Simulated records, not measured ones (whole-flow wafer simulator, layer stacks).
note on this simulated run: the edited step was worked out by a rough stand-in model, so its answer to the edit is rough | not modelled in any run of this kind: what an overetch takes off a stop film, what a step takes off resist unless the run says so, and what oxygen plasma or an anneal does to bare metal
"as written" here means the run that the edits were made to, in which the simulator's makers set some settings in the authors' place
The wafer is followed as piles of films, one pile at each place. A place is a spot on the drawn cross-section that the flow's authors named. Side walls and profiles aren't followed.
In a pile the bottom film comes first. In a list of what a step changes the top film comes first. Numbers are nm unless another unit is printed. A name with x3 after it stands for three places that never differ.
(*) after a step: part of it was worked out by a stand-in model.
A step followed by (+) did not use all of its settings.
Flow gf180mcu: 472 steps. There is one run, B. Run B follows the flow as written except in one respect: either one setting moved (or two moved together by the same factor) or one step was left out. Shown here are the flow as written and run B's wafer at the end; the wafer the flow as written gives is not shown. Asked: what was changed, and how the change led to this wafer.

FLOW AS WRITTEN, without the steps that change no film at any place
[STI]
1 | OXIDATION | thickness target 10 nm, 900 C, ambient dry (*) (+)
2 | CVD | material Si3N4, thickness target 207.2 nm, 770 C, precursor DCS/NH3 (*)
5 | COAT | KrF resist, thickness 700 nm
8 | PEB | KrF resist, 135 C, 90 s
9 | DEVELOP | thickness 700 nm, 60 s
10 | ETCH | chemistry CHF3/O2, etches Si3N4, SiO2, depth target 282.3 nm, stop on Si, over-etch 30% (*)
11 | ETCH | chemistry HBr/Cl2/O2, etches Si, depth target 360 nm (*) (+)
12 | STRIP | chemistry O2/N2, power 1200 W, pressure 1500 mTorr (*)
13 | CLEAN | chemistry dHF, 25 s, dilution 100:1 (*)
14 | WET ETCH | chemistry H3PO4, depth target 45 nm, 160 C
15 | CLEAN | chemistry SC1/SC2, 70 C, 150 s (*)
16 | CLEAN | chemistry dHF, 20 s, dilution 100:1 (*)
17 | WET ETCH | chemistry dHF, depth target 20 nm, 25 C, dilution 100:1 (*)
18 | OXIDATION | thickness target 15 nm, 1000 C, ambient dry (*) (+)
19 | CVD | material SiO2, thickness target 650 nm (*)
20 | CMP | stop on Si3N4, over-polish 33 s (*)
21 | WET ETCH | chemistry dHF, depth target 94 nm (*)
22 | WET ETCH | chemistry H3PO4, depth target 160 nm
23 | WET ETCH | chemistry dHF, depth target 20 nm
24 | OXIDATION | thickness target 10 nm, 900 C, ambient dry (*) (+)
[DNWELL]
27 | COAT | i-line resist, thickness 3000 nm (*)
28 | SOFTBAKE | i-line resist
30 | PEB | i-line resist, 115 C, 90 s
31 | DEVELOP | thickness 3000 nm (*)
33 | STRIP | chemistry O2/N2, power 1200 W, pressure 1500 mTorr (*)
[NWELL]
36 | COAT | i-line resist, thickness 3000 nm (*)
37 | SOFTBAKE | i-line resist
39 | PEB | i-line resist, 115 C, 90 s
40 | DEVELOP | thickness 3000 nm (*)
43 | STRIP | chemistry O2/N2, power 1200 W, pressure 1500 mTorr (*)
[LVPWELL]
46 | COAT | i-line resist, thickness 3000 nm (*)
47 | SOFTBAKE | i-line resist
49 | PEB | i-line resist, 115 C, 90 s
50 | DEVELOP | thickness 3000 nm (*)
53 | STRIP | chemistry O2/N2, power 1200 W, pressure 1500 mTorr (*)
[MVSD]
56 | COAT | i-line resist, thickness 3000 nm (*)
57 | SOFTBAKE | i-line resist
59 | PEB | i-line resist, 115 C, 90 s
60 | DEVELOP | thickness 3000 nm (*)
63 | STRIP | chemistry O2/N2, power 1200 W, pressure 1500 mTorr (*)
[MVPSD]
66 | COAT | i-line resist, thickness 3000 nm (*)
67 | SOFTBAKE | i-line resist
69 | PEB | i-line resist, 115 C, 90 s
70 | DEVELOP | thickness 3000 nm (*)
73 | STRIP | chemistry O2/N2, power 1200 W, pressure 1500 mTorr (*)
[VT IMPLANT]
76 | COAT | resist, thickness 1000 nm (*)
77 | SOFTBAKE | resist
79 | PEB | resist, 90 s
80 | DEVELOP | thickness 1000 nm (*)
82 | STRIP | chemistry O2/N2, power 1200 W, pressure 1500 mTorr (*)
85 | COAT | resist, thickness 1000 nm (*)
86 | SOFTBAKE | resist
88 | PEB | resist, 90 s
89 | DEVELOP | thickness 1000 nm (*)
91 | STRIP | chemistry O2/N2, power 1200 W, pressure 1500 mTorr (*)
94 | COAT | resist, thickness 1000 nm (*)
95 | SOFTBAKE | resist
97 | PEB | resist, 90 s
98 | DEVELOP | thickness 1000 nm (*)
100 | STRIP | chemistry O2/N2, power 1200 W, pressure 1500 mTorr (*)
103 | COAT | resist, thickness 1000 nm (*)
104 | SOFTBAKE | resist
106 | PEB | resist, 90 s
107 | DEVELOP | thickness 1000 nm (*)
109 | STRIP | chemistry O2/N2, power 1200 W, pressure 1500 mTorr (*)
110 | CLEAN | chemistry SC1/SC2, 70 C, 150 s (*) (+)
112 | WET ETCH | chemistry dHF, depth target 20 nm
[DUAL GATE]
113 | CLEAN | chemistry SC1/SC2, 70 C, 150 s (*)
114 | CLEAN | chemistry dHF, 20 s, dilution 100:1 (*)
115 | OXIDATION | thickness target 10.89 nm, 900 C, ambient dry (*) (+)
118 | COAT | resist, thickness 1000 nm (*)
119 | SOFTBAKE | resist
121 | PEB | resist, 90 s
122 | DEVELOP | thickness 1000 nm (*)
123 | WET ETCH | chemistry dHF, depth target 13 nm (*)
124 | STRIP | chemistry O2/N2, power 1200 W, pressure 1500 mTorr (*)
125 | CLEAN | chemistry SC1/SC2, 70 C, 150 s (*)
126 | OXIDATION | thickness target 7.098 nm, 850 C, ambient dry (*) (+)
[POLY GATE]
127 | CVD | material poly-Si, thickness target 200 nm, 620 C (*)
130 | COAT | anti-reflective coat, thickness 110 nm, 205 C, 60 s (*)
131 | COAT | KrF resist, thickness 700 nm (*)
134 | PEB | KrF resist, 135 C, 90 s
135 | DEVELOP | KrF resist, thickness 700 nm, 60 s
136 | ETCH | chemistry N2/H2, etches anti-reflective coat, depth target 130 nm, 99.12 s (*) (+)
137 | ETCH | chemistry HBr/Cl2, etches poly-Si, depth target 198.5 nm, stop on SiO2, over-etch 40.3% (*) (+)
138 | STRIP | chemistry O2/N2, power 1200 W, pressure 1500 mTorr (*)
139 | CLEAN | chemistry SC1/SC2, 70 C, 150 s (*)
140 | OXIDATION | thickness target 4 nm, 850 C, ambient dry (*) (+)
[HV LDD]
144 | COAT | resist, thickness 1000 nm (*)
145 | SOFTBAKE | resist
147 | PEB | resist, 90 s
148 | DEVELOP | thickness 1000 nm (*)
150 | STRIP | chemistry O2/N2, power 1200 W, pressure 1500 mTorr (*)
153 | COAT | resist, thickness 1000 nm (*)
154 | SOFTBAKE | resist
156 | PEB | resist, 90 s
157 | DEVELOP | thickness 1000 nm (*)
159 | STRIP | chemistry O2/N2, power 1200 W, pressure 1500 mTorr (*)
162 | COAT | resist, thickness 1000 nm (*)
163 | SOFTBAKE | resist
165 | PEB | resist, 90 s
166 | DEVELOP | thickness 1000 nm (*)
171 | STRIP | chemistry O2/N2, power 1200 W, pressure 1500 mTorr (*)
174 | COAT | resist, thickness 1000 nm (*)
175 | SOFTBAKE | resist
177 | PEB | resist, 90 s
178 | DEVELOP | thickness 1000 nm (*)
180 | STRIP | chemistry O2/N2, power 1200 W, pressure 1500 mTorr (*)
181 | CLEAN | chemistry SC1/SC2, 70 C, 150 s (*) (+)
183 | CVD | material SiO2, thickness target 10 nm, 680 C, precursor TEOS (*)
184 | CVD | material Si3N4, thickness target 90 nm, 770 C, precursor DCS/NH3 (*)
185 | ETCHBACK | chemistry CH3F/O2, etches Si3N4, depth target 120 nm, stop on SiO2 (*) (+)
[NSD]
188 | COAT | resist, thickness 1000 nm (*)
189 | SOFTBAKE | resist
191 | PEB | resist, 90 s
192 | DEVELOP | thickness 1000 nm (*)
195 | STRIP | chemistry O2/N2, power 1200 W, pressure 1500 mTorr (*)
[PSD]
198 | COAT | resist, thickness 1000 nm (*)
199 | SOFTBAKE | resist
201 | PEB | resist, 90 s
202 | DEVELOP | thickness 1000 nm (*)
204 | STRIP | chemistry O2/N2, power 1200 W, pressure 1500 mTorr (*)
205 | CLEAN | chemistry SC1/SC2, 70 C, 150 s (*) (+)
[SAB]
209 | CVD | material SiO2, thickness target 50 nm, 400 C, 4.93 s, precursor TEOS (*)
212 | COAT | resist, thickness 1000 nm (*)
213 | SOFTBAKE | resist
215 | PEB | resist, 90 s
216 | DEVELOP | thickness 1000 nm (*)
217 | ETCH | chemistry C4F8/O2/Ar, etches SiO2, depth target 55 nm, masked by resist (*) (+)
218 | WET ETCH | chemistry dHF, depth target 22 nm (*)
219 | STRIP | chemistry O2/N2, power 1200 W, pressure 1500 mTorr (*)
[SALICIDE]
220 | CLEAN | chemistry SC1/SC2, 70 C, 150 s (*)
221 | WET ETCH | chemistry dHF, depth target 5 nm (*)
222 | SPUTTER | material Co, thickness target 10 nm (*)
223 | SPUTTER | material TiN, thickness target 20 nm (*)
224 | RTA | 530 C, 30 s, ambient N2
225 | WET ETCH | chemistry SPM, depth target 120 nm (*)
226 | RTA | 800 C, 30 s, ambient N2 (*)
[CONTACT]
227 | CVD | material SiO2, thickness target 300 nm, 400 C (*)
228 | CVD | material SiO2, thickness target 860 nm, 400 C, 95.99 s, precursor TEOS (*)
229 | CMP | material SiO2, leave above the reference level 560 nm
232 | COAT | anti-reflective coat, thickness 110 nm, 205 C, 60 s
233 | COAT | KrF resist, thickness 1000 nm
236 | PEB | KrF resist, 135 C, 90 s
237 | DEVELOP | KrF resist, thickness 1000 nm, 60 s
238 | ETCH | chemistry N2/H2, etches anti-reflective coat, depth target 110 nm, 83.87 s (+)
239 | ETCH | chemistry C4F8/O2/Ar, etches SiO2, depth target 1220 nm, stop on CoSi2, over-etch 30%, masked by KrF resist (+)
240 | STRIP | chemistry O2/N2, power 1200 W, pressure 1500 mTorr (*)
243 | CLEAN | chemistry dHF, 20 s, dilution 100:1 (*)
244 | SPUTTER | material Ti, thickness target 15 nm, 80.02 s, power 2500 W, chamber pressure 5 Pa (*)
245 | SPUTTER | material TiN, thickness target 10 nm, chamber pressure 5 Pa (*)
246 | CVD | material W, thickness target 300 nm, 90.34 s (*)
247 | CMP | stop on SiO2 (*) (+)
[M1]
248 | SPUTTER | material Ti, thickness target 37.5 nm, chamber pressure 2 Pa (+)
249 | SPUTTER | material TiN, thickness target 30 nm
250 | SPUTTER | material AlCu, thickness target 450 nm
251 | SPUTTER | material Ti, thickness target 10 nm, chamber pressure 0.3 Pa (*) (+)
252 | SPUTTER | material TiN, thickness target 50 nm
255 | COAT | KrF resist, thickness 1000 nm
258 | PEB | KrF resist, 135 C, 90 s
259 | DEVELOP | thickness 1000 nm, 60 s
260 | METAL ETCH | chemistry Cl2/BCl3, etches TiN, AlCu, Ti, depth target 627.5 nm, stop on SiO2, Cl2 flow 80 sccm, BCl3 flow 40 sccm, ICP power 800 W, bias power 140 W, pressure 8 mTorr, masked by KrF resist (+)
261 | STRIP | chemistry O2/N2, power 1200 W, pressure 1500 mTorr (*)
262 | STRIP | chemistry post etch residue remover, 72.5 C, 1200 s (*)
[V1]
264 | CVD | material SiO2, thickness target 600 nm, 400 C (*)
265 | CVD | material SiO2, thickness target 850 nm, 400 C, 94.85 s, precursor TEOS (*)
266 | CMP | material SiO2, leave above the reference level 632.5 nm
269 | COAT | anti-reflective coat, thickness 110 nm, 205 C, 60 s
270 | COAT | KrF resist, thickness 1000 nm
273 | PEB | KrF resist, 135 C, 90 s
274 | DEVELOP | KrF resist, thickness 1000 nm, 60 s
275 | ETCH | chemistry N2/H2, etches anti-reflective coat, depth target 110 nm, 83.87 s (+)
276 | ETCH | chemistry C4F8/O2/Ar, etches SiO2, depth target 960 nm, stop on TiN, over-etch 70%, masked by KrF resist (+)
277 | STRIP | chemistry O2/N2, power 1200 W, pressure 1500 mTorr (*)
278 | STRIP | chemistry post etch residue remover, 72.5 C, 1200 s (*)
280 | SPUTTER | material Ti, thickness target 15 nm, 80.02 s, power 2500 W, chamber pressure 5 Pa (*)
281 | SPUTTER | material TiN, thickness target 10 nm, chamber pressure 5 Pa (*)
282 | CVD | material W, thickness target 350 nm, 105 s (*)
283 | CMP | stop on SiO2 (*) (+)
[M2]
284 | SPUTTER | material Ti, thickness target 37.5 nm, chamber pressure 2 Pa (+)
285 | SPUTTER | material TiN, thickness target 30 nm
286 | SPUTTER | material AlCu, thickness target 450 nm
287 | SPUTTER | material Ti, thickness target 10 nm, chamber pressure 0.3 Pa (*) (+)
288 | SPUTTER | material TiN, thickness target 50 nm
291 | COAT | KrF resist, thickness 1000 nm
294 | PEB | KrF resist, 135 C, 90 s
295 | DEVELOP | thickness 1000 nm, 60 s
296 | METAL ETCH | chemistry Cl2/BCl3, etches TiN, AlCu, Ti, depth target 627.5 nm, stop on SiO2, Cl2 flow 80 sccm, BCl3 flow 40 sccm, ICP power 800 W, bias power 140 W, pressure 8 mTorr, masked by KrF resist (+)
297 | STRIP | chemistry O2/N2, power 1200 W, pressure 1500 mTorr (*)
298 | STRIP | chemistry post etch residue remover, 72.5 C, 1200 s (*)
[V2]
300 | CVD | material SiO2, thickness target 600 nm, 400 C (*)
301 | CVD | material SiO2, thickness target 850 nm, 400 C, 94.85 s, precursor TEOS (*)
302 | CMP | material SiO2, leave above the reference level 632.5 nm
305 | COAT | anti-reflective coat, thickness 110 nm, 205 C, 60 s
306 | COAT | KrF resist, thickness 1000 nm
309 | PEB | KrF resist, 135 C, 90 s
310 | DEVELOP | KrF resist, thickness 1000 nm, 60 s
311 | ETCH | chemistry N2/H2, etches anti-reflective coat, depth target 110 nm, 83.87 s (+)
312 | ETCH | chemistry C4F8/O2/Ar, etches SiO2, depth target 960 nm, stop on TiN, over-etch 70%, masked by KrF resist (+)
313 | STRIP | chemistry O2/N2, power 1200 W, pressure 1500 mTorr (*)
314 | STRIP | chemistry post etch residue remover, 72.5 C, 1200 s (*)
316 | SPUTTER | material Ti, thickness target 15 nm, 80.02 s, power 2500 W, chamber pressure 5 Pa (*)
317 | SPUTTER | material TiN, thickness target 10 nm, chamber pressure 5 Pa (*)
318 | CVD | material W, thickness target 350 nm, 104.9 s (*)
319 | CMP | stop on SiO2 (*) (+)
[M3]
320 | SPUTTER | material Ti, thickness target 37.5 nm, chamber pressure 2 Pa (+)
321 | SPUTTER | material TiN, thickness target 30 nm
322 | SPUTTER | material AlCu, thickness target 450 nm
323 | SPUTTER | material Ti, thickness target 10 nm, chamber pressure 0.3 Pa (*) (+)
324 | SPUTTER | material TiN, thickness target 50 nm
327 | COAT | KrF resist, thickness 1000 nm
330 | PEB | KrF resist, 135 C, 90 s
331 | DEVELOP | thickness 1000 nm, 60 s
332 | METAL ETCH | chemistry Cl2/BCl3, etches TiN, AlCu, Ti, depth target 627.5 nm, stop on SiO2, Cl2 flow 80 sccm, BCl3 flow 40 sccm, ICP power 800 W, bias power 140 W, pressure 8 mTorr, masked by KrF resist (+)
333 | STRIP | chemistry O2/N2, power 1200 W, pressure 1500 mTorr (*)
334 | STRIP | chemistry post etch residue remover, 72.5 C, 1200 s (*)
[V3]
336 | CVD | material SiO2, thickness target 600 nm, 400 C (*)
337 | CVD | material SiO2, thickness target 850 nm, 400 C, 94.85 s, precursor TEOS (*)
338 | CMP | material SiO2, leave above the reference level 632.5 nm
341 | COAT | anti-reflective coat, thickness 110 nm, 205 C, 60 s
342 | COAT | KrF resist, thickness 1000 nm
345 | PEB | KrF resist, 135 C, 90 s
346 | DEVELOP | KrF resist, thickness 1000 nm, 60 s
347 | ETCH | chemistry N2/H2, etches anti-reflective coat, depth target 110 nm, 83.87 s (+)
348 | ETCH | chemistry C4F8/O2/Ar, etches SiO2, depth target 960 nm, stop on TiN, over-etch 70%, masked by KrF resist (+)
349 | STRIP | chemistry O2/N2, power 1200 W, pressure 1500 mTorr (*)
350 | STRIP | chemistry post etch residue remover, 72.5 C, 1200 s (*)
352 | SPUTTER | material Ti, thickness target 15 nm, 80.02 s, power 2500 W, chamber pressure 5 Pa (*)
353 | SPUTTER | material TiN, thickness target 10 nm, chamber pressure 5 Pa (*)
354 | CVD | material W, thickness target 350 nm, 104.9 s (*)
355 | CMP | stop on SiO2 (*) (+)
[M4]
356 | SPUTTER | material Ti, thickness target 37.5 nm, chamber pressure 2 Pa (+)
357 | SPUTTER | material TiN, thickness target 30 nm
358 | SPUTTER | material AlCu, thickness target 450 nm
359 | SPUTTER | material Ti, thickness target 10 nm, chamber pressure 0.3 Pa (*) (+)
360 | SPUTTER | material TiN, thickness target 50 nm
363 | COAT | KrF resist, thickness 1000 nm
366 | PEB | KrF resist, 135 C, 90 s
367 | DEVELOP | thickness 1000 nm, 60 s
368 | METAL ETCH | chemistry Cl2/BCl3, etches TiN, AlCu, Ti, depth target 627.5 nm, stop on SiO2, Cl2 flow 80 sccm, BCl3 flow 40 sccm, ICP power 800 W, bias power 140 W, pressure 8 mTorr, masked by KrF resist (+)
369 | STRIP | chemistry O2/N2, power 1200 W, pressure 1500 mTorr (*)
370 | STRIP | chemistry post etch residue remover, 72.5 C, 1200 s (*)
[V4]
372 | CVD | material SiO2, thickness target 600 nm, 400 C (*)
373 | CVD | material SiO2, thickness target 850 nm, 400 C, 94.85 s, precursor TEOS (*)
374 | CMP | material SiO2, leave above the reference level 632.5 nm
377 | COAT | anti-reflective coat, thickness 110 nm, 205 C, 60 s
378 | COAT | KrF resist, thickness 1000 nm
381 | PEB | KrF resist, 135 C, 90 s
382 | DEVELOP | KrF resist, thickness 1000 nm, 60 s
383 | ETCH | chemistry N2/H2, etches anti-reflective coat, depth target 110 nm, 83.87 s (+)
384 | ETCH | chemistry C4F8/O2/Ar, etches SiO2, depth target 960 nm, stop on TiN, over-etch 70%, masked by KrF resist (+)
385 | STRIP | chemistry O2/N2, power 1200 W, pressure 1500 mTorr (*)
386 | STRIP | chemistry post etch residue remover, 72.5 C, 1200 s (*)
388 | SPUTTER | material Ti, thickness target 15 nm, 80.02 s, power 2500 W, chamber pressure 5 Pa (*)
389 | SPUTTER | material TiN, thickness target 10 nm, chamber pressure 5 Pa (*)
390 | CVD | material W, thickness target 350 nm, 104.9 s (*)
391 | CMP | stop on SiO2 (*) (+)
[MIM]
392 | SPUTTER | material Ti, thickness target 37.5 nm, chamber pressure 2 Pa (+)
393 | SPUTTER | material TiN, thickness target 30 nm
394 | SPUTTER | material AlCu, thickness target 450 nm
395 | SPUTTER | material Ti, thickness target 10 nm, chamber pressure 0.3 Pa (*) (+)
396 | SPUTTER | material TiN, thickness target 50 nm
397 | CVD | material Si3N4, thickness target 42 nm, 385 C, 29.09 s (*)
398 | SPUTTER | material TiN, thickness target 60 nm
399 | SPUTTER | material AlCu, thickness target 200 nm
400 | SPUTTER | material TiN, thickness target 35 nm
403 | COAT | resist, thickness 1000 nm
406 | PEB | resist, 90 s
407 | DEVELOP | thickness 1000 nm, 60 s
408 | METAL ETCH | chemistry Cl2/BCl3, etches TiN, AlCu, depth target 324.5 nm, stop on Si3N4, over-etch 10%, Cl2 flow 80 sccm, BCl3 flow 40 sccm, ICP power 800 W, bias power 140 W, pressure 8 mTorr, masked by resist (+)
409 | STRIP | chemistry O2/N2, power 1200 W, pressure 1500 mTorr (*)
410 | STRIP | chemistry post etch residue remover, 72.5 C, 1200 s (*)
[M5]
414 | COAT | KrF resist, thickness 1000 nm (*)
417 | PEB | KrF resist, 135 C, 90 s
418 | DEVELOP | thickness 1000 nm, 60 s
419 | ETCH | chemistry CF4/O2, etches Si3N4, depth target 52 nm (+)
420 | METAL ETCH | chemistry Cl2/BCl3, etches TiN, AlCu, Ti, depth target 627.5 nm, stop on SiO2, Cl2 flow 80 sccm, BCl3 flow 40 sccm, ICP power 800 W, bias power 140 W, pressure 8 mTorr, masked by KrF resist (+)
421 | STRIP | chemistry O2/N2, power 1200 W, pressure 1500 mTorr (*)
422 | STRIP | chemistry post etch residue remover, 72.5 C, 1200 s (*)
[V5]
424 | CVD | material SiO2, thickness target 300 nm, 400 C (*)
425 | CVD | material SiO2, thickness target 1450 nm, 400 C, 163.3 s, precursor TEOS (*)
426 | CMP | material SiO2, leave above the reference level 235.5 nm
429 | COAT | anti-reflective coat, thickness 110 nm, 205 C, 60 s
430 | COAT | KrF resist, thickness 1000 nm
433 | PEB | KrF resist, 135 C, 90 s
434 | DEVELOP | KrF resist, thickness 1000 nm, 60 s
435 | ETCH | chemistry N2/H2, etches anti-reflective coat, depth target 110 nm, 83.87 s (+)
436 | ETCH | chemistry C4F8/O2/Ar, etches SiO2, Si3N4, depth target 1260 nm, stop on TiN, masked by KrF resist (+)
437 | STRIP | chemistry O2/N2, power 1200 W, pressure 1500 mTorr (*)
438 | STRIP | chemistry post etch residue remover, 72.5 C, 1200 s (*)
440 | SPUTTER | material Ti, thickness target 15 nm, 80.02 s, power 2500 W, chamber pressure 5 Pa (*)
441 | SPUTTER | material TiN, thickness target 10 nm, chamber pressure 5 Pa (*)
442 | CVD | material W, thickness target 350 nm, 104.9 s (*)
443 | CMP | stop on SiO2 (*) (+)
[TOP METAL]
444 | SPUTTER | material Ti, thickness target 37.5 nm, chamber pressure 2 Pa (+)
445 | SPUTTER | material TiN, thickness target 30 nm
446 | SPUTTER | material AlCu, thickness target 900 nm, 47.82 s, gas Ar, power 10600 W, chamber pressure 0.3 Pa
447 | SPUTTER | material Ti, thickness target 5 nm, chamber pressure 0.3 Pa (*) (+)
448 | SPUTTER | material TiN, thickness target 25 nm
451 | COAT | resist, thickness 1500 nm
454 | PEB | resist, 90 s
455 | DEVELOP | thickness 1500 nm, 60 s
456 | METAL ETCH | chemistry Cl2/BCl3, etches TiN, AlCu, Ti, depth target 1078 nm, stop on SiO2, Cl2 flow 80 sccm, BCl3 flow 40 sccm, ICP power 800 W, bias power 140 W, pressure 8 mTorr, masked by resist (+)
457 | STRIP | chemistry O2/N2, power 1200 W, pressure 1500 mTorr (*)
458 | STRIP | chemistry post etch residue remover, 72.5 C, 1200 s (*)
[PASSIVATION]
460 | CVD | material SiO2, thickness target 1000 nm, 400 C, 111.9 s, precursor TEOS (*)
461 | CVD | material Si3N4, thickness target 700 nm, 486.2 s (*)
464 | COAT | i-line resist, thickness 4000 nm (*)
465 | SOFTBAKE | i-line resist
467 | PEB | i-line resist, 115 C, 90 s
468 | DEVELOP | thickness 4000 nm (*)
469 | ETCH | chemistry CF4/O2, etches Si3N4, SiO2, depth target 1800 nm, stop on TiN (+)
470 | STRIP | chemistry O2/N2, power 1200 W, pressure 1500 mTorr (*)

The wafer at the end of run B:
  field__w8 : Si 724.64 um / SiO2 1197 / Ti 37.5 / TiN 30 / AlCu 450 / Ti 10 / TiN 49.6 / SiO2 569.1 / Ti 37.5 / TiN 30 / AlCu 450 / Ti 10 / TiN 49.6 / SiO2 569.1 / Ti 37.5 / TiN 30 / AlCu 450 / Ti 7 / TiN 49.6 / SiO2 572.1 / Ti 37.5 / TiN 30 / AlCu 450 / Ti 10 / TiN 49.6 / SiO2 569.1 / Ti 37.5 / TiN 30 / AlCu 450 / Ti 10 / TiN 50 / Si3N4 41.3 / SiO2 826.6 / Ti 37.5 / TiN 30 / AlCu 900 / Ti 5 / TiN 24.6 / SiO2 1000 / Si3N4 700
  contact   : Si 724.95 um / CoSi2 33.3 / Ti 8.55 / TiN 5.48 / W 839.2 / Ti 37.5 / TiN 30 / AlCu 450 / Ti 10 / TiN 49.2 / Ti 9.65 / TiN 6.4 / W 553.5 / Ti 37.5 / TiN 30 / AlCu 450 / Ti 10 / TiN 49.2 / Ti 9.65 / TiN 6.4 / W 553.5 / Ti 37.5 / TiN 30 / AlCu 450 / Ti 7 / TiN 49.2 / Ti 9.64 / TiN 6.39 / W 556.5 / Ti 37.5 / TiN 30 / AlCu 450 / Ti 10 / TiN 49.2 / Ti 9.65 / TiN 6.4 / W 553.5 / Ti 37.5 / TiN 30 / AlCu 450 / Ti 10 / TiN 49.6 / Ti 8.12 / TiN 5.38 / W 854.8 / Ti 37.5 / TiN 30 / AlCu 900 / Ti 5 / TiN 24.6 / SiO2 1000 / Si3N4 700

Cause: step 323, SPUTTER: thickness target 7 nm was run, whereas the flow has thickness target 10 nm.
The wafer lets one read it off: field__w8 has Ti 7, and step 323 as written asks for 10 nm.

How this came from the change, step by step:
  323 | SPUTTER | material Ti, thickness target 10 nm, chamber pressure 0.3 Pa (*) (+)
      field, field__w1, field__w2 and 108 more: Ti gains 7 (new film) (in the flow as written it would be: Ti gains 10 (new film))
  332 | METAL ETCH | chemistry Cl2/BCl3, etches TiN, AlCu, Ti, depth target 627.5 nm, stop on SiO2, Cl2 flow 80 sccm, BCl3 flow 40 sccm, ICP power 800 W, bias power 140 W, pressure 8 mTorr, masked by KrF resist (+)
      field, field__w1, field__w2 and 103 more: TiN loses 50 (all of it), Ti loses 7 (all of it), AlCu loses 450 (all of it), TiN loses 30 (all of it), Ti loses 37.5 (all of it) (in the flow as written it would be: TiN loses 50 (all of it), Ti loses 10 (all of it), AlCu loses 450 (all of it), TiN loses 30 (all of it), Ti loses 37.5 (all of it))
